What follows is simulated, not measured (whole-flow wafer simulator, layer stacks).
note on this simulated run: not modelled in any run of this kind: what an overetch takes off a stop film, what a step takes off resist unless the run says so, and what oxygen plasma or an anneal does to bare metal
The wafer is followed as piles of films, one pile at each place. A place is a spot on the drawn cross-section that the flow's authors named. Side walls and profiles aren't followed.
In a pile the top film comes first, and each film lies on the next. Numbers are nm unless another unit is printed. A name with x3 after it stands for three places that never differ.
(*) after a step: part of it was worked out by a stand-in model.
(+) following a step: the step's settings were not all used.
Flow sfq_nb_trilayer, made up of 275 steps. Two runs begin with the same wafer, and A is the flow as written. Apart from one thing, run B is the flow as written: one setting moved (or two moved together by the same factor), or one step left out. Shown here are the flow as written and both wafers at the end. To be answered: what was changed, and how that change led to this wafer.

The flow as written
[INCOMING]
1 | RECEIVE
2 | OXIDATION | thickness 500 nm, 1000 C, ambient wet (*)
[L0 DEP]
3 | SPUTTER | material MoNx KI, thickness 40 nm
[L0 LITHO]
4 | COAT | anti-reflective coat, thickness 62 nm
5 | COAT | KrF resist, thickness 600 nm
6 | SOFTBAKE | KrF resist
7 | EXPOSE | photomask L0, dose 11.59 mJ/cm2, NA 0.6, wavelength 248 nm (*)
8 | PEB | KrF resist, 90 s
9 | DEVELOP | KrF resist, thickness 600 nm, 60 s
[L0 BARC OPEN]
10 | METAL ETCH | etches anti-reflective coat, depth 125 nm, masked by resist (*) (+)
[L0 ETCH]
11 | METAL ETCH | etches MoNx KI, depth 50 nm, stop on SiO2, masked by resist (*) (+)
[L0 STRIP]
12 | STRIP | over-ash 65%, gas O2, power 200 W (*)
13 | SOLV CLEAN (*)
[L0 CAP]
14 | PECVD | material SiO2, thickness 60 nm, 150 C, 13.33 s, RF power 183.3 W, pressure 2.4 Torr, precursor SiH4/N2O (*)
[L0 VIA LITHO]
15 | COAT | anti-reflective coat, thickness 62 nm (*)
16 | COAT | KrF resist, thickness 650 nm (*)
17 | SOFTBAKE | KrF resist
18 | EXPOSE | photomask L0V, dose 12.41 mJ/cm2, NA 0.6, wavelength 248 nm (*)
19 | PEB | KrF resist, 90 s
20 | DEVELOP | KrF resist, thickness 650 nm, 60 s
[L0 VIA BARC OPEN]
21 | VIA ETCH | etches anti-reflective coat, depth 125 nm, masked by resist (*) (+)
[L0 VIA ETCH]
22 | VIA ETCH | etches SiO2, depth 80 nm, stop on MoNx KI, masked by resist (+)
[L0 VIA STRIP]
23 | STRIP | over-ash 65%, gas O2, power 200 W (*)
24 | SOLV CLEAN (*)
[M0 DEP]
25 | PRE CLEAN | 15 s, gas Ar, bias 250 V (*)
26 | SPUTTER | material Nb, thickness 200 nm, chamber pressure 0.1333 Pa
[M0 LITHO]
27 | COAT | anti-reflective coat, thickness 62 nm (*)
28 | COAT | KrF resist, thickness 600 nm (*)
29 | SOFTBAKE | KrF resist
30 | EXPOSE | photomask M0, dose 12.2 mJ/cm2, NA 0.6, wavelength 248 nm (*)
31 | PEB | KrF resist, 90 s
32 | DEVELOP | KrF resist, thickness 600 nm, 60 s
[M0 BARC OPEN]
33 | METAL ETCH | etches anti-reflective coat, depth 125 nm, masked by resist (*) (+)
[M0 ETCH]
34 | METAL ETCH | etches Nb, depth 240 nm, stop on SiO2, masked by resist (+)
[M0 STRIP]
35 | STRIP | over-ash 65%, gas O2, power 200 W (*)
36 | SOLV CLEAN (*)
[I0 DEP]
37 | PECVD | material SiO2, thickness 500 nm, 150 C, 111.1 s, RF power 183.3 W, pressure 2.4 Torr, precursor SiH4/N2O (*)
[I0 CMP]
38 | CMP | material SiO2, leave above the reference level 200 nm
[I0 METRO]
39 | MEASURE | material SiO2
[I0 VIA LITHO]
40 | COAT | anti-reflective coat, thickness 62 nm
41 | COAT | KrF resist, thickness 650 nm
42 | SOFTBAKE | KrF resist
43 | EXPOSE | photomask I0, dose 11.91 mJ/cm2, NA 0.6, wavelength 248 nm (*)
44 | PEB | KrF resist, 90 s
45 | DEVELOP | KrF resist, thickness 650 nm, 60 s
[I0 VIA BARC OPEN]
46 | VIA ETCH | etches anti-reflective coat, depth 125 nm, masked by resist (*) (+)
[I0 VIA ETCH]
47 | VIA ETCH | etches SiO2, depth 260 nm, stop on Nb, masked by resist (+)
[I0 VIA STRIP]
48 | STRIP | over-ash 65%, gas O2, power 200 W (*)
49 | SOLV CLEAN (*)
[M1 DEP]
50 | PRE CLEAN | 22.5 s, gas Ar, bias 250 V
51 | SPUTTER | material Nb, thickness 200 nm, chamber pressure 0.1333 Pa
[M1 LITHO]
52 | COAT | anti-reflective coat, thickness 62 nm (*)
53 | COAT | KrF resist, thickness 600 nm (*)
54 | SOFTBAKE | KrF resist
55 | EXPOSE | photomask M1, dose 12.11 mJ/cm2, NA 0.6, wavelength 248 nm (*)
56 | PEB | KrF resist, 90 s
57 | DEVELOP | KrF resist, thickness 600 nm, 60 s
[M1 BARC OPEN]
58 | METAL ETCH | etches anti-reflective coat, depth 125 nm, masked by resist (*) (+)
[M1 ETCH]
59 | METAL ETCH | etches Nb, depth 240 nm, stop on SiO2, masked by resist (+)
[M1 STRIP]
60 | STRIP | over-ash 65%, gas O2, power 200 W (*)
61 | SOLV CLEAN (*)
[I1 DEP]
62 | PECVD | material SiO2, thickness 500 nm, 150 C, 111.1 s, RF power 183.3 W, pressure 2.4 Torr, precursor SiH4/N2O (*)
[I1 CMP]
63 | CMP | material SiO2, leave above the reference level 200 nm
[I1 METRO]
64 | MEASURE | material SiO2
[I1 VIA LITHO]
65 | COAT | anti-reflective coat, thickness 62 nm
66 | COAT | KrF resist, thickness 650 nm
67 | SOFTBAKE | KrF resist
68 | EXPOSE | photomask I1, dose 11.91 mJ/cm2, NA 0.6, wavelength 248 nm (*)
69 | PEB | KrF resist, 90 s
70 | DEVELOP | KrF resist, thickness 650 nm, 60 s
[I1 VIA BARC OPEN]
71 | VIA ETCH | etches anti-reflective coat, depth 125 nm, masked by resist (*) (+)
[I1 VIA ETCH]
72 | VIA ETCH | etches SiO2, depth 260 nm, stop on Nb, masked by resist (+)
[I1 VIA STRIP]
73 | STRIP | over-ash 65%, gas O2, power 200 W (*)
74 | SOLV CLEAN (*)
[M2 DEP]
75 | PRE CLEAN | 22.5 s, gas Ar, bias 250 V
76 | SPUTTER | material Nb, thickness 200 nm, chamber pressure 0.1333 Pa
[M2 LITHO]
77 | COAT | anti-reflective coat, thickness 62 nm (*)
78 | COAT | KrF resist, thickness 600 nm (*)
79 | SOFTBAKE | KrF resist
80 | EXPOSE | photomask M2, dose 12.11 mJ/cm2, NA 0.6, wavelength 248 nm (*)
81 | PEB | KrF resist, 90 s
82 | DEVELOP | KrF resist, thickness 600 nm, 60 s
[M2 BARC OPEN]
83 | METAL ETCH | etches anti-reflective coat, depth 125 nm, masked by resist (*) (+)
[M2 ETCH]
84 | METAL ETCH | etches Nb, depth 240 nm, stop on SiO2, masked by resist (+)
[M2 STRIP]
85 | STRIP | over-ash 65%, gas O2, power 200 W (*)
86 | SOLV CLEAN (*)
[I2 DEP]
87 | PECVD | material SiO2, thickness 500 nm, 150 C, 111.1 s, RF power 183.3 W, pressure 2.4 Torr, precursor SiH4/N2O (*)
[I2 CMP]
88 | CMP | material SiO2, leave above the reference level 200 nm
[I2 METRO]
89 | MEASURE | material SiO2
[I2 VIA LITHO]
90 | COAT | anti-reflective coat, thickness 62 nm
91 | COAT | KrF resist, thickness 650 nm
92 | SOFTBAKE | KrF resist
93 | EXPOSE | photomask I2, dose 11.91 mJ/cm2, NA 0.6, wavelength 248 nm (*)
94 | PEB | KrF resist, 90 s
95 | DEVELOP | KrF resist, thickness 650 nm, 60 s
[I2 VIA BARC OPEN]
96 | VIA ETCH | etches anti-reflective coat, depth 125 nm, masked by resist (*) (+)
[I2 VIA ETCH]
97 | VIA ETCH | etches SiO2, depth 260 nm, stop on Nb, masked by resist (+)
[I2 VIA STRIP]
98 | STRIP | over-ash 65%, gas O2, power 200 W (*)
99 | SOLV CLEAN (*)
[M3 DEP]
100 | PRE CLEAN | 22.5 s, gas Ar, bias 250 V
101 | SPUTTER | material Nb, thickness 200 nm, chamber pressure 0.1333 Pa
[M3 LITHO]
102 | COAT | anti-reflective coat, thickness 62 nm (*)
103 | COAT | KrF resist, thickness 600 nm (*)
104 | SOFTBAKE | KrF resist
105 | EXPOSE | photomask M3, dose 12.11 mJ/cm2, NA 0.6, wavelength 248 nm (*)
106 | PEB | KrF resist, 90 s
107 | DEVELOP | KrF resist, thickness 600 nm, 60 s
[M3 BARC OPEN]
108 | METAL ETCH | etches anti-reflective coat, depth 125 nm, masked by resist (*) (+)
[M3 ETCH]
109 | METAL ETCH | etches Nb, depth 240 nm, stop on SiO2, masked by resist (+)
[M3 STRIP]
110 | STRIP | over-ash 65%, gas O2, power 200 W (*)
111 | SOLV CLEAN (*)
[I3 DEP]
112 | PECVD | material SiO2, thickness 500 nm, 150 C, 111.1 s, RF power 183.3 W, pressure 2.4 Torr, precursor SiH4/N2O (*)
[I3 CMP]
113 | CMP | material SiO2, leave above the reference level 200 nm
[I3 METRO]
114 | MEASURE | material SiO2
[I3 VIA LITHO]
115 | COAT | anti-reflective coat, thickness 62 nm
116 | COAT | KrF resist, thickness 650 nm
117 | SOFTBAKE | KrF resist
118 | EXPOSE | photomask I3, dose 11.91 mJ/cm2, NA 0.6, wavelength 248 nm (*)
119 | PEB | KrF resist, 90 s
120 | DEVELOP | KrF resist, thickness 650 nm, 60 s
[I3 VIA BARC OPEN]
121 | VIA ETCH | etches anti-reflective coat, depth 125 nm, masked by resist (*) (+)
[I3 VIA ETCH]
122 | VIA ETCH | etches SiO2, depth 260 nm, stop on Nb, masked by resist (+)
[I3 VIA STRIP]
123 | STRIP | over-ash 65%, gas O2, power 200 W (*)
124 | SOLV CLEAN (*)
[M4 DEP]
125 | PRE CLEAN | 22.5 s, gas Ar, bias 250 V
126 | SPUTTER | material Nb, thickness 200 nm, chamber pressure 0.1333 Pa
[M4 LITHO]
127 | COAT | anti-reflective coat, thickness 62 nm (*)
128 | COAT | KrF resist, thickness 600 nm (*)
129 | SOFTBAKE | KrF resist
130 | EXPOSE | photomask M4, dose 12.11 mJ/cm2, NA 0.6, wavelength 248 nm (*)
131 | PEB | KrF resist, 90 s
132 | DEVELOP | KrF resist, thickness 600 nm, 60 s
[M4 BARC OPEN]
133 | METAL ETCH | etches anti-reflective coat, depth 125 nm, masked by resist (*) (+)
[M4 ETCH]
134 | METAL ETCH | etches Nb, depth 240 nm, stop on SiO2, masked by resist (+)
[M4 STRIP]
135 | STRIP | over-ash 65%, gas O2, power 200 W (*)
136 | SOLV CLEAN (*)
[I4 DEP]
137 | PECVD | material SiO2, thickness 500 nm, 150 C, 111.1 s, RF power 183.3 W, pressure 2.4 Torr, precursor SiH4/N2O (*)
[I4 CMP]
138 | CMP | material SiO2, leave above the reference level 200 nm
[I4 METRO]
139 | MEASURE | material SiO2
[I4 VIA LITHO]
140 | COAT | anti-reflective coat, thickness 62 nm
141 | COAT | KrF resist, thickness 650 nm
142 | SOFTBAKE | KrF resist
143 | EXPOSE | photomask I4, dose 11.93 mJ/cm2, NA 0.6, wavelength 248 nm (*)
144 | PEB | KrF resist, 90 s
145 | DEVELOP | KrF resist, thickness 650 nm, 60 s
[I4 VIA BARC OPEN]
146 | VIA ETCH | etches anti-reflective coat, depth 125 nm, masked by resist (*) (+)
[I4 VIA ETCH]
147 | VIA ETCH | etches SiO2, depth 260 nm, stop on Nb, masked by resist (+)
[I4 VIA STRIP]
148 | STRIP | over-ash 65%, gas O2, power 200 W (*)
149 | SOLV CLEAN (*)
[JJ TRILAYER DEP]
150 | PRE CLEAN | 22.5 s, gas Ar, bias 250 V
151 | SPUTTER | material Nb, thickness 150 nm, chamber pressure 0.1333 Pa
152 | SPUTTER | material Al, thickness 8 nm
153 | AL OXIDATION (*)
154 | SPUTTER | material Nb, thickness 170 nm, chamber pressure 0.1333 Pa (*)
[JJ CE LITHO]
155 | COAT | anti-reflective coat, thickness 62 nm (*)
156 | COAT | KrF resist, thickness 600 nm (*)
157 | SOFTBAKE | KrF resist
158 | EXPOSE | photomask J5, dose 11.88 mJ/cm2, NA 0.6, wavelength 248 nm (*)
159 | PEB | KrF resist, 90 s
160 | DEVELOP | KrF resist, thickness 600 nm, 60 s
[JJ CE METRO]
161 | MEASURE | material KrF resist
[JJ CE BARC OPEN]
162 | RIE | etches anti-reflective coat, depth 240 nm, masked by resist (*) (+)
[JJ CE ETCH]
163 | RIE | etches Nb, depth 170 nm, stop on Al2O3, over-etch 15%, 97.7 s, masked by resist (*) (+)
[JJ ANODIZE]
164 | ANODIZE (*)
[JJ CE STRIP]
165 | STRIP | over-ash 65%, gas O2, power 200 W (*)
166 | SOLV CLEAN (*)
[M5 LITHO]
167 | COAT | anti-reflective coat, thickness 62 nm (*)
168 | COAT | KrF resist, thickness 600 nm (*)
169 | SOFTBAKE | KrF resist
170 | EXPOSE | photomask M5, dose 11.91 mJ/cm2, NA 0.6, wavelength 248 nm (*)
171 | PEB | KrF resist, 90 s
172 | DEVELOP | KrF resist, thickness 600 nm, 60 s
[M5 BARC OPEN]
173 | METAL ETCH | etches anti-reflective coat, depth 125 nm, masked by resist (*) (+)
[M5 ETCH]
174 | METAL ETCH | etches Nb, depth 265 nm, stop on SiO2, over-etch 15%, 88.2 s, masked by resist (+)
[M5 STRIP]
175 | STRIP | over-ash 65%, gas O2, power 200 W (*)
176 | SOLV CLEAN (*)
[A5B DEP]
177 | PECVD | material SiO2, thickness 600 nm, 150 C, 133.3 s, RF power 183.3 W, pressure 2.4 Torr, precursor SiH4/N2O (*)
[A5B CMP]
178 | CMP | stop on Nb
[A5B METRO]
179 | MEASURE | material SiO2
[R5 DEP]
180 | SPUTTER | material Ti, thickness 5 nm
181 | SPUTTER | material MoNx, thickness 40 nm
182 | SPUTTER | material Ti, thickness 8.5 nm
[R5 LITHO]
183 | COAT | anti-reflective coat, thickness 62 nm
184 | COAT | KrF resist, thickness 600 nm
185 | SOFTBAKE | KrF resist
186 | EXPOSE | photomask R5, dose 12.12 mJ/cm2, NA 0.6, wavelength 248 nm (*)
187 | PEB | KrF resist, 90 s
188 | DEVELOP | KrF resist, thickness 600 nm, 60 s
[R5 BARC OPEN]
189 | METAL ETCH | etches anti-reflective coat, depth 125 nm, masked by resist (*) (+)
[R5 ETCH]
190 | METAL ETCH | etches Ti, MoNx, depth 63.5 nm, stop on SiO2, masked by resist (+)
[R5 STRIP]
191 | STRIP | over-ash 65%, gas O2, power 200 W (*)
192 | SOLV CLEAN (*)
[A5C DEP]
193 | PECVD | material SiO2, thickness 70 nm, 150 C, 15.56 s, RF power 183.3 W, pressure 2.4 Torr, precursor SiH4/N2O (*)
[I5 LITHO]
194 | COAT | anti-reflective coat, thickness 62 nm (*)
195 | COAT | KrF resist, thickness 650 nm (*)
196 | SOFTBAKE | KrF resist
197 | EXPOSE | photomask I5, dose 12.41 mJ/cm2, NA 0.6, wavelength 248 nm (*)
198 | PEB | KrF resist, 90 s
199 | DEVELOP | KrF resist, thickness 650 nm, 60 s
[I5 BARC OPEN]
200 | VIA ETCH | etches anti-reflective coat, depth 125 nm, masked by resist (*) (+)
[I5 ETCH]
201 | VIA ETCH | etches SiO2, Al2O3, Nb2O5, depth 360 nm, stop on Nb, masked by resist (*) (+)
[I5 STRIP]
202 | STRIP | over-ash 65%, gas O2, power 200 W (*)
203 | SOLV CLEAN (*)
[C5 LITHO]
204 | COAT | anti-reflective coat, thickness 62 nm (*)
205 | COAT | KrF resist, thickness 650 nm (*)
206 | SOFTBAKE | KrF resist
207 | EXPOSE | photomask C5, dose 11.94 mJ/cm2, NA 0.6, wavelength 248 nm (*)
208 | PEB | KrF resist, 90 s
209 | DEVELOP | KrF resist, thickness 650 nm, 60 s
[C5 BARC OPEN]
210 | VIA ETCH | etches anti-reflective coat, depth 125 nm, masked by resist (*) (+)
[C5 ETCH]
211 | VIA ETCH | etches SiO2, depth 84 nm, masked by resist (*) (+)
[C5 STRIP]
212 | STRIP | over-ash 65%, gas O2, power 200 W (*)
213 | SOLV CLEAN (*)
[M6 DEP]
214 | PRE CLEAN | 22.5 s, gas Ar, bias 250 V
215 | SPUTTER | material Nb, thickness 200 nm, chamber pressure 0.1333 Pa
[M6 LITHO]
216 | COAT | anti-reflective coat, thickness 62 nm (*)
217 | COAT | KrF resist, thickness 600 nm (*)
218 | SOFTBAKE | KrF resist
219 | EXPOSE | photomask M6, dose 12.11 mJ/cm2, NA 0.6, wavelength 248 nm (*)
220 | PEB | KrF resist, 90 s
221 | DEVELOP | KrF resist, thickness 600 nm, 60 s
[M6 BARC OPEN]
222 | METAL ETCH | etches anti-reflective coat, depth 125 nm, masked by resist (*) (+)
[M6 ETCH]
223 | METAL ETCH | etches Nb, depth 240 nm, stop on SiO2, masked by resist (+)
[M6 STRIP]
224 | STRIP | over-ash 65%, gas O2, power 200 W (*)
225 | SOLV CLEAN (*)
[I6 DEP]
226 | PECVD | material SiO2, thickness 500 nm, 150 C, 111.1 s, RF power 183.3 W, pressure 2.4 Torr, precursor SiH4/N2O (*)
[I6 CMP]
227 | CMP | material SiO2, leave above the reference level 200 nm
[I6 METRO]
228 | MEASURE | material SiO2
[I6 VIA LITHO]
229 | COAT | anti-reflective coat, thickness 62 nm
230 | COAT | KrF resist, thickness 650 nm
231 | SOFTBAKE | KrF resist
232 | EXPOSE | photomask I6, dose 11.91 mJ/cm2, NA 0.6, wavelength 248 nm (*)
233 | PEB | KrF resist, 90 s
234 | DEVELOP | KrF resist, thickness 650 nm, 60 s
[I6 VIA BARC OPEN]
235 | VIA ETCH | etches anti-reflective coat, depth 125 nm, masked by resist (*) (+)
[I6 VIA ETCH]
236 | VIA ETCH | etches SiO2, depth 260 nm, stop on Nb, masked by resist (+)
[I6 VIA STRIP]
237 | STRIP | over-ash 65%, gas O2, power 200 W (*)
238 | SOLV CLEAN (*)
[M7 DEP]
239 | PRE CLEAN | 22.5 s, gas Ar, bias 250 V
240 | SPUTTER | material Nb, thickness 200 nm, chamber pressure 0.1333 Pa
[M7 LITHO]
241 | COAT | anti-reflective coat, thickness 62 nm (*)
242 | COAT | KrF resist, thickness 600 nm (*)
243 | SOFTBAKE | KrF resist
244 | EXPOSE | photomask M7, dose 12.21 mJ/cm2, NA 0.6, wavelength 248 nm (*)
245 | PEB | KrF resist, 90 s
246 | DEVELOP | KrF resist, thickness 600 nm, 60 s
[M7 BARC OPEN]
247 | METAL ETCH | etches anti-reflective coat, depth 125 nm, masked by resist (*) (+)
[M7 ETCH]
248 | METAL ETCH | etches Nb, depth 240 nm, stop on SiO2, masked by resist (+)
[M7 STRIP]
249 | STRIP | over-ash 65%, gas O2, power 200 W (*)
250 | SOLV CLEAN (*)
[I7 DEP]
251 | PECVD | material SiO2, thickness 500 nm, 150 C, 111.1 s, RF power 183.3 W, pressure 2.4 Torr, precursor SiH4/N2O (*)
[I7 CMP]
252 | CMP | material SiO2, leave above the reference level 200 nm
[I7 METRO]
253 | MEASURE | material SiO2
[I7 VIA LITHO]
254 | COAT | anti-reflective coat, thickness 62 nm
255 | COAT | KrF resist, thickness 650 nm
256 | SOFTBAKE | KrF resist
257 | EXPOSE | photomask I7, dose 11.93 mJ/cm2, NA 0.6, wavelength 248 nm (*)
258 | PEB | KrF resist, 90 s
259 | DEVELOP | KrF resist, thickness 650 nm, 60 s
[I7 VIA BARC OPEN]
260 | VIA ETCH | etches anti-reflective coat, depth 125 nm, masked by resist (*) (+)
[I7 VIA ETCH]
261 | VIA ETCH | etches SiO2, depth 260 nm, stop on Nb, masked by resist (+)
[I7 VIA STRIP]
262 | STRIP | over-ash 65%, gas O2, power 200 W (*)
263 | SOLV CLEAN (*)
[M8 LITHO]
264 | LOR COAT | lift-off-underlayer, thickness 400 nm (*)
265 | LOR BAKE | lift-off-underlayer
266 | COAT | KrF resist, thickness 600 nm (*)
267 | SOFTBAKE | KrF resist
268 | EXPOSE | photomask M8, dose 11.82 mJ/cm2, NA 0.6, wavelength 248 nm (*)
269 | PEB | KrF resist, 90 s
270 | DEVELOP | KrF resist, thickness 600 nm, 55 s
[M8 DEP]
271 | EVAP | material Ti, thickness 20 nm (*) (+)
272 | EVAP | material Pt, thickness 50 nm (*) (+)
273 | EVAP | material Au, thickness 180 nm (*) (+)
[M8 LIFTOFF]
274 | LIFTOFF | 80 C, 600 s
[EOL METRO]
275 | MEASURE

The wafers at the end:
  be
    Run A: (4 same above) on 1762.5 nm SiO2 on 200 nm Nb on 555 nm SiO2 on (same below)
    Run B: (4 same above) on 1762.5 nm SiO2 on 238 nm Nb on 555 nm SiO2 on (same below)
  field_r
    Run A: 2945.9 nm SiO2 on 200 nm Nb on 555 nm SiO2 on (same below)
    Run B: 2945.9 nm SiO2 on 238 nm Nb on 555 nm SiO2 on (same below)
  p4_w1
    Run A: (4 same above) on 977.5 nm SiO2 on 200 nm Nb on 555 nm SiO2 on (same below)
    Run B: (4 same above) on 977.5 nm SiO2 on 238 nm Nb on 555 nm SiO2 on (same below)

Cause: step 26, SPUTTER: thickness 238 nm was run, though the flow has thickness 200 nm.
One can read it off the wafer: be has Nb 238, and step 26 as written asks for 200 nm.

The path from the change to this, step by step:
  26 | SPUTTER | material Nb, thickness 200 nm, chamber pressure 0.1333 Pa
      field_l, v_sur, via_wl and 102 more: A +200 Nb (new film) | B +238 Nb (new film)
      l0v: A +195.7 Nb (new film) | B +233.8 Nb (new film)
  34 | METAL ETCH | etches Nb, depth 240 nm, stop on SiO2, masked by resist (+)
      moat, m0r_space_l, m0r_space_r: A -200 Nb (all of it) | B -238 Nb (all of it)
  37 | PECVD | material SiO2, thickness 500 nm, 150 C, 111.1 s, RF power 183.3 W, pressure 2.4 Torr, precursor SiH4/N2O (*)
      moat, m0r_space_l, m0r_space_r: A +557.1 SiO2 | B +595.1 SiO2
